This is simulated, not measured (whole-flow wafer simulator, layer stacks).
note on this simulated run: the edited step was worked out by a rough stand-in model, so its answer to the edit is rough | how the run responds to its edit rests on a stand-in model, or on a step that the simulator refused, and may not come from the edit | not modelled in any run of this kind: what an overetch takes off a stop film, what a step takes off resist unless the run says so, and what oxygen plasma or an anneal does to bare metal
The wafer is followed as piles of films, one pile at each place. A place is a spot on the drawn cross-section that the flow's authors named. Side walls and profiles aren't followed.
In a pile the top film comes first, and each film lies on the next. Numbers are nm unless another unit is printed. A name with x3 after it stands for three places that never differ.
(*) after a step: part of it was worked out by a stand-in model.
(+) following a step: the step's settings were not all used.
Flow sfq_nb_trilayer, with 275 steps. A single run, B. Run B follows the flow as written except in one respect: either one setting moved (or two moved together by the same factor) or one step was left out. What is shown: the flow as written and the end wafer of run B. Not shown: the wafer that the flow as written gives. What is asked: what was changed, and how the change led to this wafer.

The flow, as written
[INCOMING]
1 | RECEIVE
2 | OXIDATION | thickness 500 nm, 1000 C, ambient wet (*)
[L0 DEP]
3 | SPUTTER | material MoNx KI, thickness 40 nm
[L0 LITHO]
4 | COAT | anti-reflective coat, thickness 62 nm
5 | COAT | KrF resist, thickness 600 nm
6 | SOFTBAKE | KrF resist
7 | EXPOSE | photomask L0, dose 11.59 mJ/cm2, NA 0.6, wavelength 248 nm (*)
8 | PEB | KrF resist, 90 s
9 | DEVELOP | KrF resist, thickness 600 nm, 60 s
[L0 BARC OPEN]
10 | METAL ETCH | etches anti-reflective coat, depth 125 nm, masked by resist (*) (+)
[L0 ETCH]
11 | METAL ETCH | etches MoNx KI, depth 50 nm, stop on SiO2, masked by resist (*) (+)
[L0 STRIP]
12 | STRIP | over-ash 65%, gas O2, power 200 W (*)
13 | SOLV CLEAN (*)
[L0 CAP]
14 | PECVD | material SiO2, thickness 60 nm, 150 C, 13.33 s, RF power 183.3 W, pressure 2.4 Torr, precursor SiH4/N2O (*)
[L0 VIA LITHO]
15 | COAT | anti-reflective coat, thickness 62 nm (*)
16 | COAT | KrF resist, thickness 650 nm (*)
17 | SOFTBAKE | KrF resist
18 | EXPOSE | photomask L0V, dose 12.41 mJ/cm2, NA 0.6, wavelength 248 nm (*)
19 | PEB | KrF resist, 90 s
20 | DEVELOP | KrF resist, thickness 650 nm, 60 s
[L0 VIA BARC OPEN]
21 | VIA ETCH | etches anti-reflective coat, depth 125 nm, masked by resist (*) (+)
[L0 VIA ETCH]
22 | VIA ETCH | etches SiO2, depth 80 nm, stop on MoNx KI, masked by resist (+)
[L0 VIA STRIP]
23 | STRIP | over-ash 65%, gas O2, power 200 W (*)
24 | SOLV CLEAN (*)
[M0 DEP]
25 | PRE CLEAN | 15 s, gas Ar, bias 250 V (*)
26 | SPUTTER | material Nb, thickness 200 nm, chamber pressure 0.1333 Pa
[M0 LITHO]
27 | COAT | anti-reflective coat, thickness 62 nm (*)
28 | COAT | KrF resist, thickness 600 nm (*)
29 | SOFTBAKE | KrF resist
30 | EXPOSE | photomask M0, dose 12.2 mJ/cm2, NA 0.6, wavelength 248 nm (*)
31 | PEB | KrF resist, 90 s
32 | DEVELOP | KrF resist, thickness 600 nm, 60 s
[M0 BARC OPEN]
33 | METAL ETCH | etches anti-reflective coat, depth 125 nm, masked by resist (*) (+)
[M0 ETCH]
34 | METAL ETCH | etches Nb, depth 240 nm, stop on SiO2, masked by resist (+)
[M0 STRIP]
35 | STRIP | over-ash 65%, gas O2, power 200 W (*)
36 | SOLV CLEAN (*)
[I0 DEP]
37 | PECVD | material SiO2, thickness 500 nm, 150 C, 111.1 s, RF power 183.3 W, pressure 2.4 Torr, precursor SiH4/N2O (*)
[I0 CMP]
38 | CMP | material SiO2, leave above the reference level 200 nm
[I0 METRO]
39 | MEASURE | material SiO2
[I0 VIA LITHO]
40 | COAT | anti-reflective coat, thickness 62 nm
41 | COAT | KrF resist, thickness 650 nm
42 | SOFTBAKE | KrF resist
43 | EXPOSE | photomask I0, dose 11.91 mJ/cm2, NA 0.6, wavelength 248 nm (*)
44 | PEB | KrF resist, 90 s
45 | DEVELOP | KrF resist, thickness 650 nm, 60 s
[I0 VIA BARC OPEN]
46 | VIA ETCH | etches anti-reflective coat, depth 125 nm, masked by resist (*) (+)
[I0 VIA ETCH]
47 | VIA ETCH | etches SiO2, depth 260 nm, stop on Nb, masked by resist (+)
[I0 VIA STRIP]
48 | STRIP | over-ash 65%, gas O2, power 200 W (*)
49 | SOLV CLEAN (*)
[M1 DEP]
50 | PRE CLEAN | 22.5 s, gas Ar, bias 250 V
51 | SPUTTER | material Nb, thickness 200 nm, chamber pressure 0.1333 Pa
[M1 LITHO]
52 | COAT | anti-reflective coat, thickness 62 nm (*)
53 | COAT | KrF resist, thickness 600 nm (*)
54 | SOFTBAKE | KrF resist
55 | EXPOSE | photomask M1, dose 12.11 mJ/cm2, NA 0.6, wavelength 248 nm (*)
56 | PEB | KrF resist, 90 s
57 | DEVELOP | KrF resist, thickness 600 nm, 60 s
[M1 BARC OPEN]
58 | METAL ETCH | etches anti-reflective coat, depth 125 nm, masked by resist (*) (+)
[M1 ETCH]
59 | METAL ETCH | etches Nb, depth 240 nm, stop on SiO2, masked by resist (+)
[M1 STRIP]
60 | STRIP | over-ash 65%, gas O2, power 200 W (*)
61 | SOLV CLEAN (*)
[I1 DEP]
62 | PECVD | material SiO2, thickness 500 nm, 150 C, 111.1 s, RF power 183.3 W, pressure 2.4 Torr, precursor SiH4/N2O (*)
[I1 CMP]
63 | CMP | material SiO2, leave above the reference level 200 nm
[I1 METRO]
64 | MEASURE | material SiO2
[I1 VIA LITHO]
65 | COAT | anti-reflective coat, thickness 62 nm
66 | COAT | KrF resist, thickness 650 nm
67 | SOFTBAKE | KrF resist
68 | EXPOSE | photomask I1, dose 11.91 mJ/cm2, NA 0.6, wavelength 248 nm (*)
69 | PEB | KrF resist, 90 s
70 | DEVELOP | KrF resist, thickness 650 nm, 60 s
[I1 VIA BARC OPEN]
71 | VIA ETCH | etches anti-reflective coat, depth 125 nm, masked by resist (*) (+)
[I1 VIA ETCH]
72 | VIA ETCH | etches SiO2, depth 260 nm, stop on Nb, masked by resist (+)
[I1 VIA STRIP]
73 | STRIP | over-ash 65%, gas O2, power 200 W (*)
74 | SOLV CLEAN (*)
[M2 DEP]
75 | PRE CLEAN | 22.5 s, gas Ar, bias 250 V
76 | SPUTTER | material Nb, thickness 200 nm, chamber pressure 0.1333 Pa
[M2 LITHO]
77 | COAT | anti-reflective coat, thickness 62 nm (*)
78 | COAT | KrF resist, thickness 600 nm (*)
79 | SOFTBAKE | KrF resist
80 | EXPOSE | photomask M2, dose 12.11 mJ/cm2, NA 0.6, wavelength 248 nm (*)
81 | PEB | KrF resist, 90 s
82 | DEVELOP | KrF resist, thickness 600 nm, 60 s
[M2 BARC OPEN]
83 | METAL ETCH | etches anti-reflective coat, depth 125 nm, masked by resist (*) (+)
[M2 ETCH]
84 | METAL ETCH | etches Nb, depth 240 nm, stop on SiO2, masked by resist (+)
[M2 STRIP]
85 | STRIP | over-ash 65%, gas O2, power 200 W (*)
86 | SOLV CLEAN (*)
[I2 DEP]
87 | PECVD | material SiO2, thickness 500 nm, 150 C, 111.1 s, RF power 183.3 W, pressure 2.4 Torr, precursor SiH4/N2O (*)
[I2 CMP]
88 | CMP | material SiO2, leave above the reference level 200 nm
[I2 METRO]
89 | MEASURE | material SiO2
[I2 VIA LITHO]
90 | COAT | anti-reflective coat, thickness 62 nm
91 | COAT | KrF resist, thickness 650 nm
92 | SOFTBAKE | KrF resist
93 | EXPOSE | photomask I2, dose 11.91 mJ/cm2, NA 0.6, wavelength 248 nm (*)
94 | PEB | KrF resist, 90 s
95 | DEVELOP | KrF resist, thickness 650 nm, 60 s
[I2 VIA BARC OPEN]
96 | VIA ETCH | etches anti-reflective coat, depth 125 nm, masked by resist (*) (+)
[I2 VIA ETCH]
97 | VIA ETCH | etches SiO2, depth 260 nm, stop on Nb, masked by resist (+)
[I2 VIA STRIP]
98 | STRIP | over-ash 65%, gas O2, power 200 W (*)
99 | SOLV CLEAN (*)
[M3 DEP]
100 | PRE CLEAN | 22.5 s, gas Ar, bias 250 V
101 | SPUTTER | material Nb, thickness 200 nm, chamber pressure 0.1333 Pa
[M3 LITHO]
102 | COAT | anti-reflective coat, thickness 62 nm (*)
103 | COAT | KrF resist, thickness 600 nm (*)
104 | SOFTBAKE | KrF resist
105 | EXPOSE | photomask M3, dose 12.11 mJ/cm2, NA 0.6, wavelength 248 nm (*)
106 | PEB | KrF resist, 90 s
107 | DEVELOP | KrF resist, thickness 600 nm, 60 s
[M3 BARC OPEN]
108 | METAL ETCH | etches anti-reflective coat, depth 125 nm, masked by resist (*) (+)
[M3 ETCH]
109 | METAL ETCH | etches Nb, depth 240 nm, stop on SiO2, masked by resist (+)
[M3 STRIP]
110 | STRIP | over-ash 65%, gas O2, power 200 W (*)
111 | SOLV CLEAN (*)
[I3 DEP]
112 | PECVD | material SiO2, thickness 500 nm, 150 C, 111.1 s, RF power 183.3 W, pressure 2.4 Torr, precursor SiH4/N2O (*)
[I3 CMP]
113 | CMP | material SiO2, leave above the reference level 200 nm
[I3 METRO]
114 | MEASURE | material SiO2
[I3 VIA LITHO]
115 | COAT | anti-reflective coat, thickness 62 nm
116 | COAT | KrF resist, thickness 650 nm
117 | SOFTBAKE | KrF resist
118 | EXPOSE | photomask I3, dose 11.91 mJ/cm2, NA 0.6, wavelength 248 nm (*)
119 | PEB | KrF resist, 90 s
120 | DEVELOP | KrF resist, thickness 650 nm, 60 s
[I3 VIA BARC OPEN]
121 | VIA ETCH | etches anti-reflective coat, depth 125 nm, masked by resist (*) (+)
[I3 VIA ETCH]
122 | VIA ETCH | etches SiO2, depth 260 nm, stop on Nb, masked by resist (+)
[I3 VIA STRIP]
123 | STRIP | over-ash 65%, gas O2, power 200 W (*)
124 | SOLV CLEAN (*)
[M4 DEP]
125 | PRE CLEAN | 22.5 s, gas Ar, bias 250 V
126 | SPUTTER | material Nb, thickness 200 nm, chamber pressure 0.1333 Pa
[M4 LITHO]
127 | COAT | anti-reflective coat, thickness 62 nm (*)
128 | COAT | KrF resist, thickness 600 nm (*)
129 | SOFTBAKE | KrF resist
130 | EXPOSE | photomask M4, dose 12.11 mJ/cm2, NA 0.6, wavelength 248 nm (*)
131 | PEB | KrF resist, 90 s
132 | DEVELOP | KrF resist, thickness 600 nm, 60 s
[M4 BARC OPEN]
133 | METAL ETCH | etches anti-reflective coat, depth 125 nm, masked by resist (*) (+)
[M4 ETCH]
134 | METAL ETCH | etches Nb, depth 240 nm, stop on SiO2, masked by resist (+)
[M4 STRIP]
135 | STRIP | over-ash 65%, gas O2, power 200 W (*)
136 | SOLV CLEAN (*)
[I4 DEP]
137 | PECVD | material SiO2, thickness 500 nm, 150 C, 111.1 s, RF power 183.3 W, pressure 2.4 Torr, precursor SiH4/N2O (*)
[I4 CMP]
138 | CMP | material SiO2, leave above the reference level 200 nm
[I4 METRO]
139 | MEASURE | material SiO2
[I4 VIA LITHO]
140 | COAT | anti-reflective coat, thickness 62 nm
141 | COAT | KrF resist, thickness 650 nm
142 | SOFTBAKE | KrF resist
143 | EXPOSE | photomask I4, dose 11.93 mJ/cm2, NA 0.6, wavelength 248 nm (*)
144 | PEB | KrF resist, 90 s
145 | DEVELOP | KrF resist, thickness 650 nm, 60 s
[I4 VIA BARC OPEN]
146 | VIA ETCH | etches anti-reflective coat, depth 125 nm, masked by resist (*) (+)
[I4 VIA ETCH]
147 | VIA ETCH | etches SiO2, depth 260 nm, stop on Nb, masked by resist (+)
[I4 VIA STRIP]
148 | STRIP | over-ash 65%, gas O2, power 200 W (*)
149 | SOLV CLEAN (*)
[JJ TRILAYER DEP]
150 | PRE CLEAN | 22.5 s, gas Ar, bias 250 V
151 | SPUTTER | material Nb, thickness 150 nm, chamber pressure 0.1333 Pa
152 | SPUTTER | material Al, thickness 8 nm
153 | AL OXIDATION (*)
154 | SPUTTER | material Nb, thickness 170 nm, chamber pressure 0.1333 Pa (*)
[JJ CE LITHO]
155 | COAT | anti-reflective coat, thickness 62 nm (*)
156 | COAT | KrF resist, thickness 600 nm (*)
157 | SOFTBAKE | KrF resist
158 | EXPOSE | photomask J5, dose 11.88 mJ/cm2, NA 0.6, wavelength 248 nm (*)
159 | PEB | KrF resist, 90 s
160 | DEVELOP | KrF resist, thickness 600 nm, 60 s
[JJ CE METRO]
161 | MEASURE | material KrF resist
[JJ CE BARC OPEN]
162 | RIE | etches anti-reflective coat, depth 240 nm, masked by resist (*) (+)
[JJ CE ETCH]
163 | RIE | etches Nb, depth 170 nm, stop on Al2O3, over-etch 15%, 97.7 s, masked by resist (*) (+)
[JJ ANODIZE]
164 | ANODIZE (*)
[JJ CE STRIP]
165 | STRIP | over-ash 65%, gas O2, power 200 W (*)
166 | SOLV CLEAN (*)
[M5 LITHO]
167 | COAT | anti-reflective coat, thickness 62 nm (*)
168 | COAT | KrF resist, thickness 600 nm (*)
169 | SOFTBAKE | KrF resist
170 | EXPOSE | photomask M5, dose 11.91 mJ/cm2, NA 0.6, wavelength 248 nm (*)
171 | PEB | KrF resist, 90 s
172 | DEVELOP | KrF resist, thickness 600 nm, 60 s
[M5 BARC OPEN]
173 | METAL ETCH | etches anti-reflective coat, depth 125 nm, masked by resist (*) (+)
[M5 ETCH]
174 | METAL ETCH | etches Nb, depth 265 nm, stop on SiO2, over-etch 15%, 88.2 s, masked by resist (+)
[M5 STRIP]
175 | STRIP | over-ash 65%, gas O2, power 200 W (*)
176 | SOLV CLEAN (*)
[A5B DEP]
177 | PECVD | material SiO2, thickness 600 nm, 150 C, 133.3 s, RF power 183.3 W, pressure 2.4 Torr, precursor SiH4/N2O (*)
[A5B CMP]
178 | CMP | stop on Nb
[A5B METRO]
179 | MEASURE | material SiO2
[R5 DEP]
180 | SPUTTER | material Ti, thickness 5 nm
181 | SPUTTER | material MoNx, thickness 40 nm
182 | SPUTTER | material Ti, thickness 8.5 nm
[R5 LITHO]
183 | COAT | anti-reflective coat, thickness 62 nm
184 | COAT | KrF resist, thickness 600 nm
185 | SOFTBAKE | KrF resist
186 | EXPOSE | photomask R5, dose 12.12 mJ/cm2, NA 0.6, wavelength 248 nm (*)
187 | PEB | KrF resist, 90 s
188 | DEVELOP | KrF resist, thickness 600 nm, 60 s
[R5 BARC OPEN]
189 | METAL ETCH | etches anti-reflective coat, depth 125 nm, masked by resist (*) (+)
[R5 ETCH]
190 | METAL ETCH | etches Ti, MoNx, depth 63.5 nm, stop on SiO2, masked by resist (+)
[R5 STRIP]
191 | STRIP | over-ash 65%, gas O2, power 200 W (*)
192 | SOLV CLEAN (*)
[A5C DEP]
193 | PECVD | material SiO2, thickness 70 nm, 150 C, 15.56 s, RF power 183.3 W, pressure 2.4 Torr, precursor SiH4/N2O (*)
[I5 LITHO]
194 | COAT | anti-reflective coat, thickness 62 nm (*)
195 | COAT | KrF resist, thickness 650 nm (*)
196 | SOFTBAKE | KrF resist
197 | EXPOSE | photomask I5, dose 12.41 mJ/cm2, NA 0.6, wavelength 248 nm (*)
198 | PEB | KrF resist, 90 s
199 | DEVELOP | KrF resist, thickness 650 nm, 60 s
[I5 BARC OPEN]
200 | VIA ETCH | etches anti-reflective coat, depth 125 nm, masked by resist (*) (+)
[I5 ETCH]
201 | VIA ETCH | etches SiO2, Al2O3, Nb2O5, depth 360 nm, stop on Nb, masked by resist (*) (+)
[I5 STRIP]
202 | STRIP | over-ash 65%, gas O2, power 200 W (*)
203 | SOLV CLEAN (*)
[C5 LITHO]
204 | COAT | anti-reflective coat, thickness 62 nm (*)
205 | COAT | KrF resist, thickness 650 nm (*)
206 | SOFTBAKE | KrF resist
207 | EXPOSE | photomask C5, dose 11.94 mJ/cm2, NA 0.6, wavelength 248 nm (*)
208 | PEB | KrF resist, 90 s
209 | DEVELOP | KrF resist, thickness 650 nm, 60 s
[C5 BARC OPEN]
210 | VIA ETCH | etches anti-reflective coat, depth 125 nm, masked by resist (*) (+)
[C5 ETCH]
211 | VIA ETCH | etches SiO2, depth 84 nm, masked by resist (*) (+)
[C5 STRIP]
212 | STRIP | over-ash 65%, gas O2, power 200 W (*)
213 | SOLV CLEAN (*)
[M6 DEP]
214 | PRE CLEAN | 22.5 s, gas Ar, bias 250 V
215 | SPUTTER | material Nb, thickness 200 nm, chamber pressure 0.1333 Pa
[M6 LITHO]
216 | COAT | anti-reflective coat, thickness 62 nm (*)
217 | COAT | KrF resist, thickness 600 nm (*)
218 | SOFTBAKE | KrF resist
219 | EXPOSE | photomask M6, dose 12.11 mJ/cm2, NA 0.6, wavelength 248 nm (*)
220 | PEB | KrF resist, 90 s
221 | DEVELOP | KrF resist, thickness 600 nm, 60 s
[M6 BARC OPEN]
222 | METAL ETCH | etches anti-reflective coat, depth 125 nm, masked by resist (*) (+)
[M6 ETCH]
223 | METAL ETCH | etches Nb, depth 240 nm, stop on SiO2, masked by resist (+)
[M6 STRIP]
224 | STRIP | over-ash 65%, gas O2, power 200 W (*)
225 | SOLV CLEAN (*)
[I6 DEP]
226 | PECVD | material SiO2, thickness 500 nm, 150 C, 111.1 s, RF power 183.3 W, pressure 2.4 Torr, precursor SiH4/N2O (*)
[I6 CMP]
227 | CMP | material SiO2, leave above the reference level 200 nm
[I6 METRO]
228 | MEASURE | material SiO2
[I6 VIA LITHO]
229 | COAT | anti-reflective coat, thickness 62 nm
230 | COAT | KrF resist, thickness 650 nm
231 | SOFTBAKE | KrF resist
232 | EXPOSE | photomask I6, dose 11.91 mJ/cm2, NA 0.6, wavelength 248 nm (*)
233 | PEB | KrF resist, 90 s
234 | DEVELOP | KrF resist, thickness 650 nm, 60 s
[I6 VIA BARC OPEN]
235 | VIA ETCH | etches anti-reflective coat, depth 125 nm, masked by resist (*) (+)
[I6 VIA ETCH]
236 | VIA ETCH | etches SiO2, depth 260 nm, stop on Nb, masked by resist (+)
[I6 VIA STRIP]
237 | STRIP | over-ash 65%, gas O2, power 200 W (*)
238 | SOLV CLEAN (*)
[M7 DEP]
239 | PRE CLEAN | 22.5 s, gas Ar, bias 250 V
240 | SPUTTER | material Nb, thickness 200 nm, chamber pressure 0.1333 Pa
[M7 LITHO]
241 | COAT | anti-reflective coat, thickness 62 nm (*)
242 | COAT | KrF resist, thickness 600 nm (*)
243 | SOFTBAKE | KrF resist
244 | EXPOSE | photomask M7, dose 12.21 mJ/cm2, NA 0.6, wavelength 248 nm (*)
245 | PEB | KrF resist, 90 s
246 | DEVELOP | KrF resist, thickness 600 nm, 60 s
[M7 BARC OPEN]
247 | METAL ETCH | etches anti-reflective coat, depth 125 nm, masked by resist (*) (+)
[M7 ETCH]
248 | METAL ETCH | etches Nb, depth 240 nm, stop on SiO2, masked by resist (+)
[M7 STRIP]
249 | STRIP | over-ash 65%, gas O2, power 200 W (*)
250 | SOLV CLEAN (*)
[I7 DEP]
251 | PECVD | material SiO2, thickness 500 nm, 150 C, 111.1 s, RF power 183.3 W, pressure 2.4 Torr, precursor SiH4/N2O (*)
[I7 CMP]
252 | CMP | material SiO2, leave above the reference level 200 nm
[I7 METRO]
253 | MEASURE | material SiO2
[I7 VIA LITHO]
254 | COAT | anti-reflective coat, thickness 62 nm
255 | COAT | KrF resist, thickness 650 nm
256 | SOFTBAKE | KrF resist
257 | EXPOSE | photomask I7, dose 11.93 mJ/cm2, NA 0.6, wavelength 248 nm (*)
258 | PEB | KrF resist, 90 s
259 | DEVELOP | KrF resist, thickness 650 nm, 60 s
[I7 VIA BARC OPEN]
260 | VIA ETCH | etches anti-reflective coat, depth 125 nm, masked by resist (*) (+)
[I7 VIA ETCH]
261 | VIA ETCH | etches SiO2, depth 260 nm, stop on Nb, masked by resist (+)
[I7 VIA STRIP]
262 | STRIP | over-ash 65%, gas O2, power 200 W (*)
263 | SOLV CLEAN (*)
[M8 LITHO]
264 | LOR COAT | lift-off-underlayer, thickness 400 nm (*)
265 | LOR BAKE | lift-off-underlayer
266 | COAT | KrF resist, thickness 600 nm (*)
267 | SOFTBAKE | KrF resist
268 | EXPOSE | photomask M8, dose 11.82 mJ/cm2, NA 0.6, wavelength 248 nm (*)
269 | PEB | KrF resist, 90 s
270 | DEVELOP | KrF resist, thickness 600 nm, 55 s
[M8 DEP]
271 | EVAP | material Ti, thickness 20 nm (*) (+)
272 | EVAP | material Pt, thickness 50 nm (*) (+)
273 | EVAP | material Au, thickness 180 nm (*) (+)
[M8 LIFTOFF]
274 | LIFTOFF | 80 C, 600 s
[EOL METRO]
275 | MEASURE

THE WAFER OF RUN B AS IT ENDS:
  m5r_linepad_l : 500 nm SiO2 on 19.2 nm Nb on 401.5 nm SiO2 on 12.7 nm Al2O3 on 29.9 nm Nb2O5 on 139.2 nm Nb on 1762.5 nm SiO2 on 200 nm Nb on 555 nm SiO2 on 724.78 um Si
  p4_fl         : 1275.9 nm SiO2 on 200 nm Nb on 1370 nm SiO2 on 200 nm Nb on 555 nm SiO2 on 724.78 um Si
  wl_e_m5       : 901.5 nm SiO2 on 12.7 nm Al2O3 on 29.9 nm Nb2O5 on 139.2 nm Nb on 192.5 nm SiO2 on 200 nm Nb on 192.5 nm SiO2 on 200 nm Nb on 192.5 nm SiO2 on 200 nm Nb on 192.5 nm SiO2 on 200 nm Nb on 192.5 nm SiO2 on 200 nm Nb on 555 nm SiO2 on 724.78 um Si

Cause: step 226, PECVD: thickness 200 nm was run, while the flow as written has thickness 500 nm; step 226, PECVD: 44.44 s was run, where the flow has 111.1 s.

Step by step, how the change led to this:
  226 | PECVD | material SiO2, thickness 500 nm, 150 C, 111.1 s, RF power 183.3 W, pressure 2.4 Torr, precursor SiH4/N2O (*)
      field_l, p4_fl, p4_fm and 62 more: +200 SiO2 (in the flow as written it would be: +500 SiO2)
      v_sur, via_wl, via_w and 21 more: +200 SiO2 (new film) (in the flow as written it would be: +500 SiO2 (new film))
      (as well as at 17 more places)
  227 | CMP | material SiO2, leave above the reference level 200 nm
      field_l, p4_fl, p4_fm and 59 more: nothing (in the flow as written it would be: -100 SiO2)
      v_sur, via_wl, via_w and 15 more: nothing (in the flow as written it would be: -300 SiO2)
      (as well as at 26 more places)
  229 | COAT | anti-reflective coat, thickness 62 nm
      p3_l3, p3_l5, p3_l6, wl_d_sl: +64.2 anti-reflective coat (new film) (in the flow as written it would be: +62 anti-reflective coat (new film))
      m0r_space_l, m0r_space_r, m7r_space_l, m7r_space_r: +81.5 anti-reflective coat (new film) (in the flow as written it would be: +62 anti-reflective coat (new film))
      (as well as at 84 more places)
  230 | COAT | KrF resist, thickness 650 nm
      m0r_space_l, m0r_space_r, m5r_space_l, m5r_space_r, m7r_space_l, m7r_space_r: +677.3 KrF resist (new film) (in the flow as written it would be: +650 KrF resist (new film))
      m0r_line_l, m0r_line_r, m7r_line_l, m7r_line_r: +687.3 KrF resist (new film) (in the flow as written it would be: +650 KrF resist (new film))
      (as well as at 77 more places)
  234 | DEVELOP | KrF resist, thickness 650 nm, 60 s
      via_v: -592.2 KrF resist (all of it) (in the flow as written it would be: -648.6 KrF resist (all of it))
  235 | VIA ETCH | etches anti-reflective coat, depth 125 nm, masked by resist (*) (+)
      field_l, v_sur, via_wl and 102 more: -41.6 KrF resist (in the flow as written it would be: -51.7 KrF resist)
      via_v: -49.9 anti-reflective coat (all of it), -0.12 SiO2 (in the flow as written it would be: -62 anti-reflective coat (all of it), -0.16 SiO2)
  237 | STRIP | over-ash 65%, gas O2, power 200 W (*)
      m0r_line_l, m0r_line_r, m7r_line_l, m7r_line_r: -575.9 KrF resist (all of it), -61.5 anti-reflective coat (all of it) (in the flow as written it would be: -528.6 KrF resist (all of it), -62 anti-reflective coat (all of it))
      m0r_space_l, m0r_space_r, m7r_space_l, m7r_space_r: -565.9 KrF resist (all of it), -81.5 anti-reflective coat (all of it) (in the flow as written it would be: -528.6 KrF resist (all of it), -62 anti-reflective coat (all of it))
      (as well as at 97 more places)
  240 | SPUTTER | material Nb, thickness 200 nm, chamber pressure 0.1333 Pa
      lsp_r, l0_sur, l0v: +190 Nb (new film) (in the flow as written it would be: +200 Nb (new film))
      moat, lsp_m: +173.1 Nb (new film) (in the flow as written it would be: +200 Nb (new film))
      (as well as at 3 more places)
  241 | COAT | anti-reflective coat, thickness 62 nm (*)
      p3_s3, p3_l4, p3_s4, p3_l6: +64.2 anti-reflective coat (new film) (in the flow as written it would be: +62 anti-reflective coat (new film))
      m0r_space_l, m0r_space_r, m7r_space_l, m7r_space_r: +82.6 anti-reflective coat (new film) (in the flow as written it would be: +62 anti-reflective coat (new film))
      (as well as at 85 more places)
  242 | COAT | KrF resist, thickness 600 nm (*)
      m0r_line_l, m0r_line_r, m7r_line_l, m7r_line_r: +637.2 KrF resist (new film) (in the flow as written it would be: +600 KrF resist (new film))
      m0r_space_l, m0r_space_r, m7r_space_l, m7r_space_r: +626.7 KrF resist (new film) (in the flow as written it would be: +600 KrF resist (new film))
      (as well as at 79 more places)
  245 | PEB | KrF resist, 90 s
      be: -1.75 KrF resist (in the flow as written it would be: -1.24 KrF resist)
  246 | DEVELOP | KrF resist, thickness 600 nm, 60 s
      m0r_space_l, m0r_space_r, m7r_space_l, m7r_space_r: -625.4 KrF resist (all of it) (in the flow as written it would be: -598.7 KrF resist (all of it))
      wl_c_sr, wl_d_sl: -621.4 KrF resist (all of it) (in the flow as written it would be: -598.7 KrF resist (all of it))
      (as well as at 40 more places)
  247 | METAL ETCH | etches anti-reflective coat, depth 125 nm, masked by resist (*) (+)
      m5r_linepad_l, m5r_linepad_r, r5r_spacepad_l, r5r_spacepad_r, m8r_pad_l, m8r_pad_r: -125 anti-reflective coat (in the flow as written it would be: -62 anti-reflective coat (all of it))
      v_sur, via_wl, via_w and 38 more: -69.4 KrF resist (in the flow as written it would be: -51.7 KrF resist)
      (as well as at 49 more places)
  248 | METAL ETCH | etches Nb, depth 240 nm, stop on SiO2, masked by resist (+)
      m5r_linepad_l, m5r_linepad_r: -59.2 anti-reflective coat (all of it), -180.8 Nb (in the flow as written it would be: -200 Nb (all of it))
      r5r_spacepad_l, r5r_spacepad_r: -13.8 anti-reflective coat (all of it), -200 Nb (all of it) (in the flow as written it would be: -200 Nb (all of it))
      (as well as at 4 more places)
  249 | STRIP | over-ash 65%, gas O2, power 200 W (*)
      m7r_line_l, m7r_line_r: -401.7 KrF resist (all of it), -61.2 anti-reflective coat (all of it) (in the flow as written it would be: -382.4 KrF resist (all of it), -62 anti-reflective coat (all of it))
      v_sur: -286.1 KrF resist (all of it), -38.8 anti-reflective coat (all of it) (in the flow as written it would be: -379.9 KrF resist (all of it), -61.4 anti-reflective coat (all of it))
      (as well as at 38 more places)
  251 | PECVD | material SiO2, thickness 500 nm, 150 C, 111.1 s, RF power 183.3 W, pressure 2.4 Torr, precursor SiH4/N2O (*)
      m5r_linepad_l, m5r_linepad_r: +500 SiO2 (new film) (in the flow as written it would be: +500 SiO2)
      wl_c_sl, m6r_space_l, m6r_space_r: +587.3 SiO2 (in the flow as written it would be: +500 SiO2)
      (as well as at 4 more places)
  ... 9 other steps ...
  274 | LIFTOFF | 80 C, 600 s
      m0r_line_l, m0r_line_r: -180 Au (all of it), -50 Pt (all of it), -20 Ti (all of it), -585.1 KrF resist (all of it), -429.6 lift-off-underlayer (all of it) (in the flow as written it would be: -180 Au (all of it), -50 Pt (all of it), -20 Ti (all of it), -576.2 KrF resist (all of it), -400 lift-off-underlayer (all of it))
      m0r_space_l, m0r_space_r: -180 Au (all of it), -50 Pt (all of it), -20 Ti (all of it), -578.5 KrF resist (all of it), -437.8 lift-off-underlayer (all of it) (in the flow as written it would be: -180 Au (all of it), -50 Pt (all of it), -20 Ti (all of it), -576.2 KrF resist (all of it), -400 lift-off-underlayer (all of it))
      (as well as at 56 more places)
Taking metal films that touch as one body, m5r_linepad_l has 3 bodies (between them, from the top down: SiO2 401.5 / Al2O3 12.7 / Nb2O5 29.9; SiO2 1762.5); the flow as written gives 2 bodies (between them, from the top down: SiO2 1762.5).
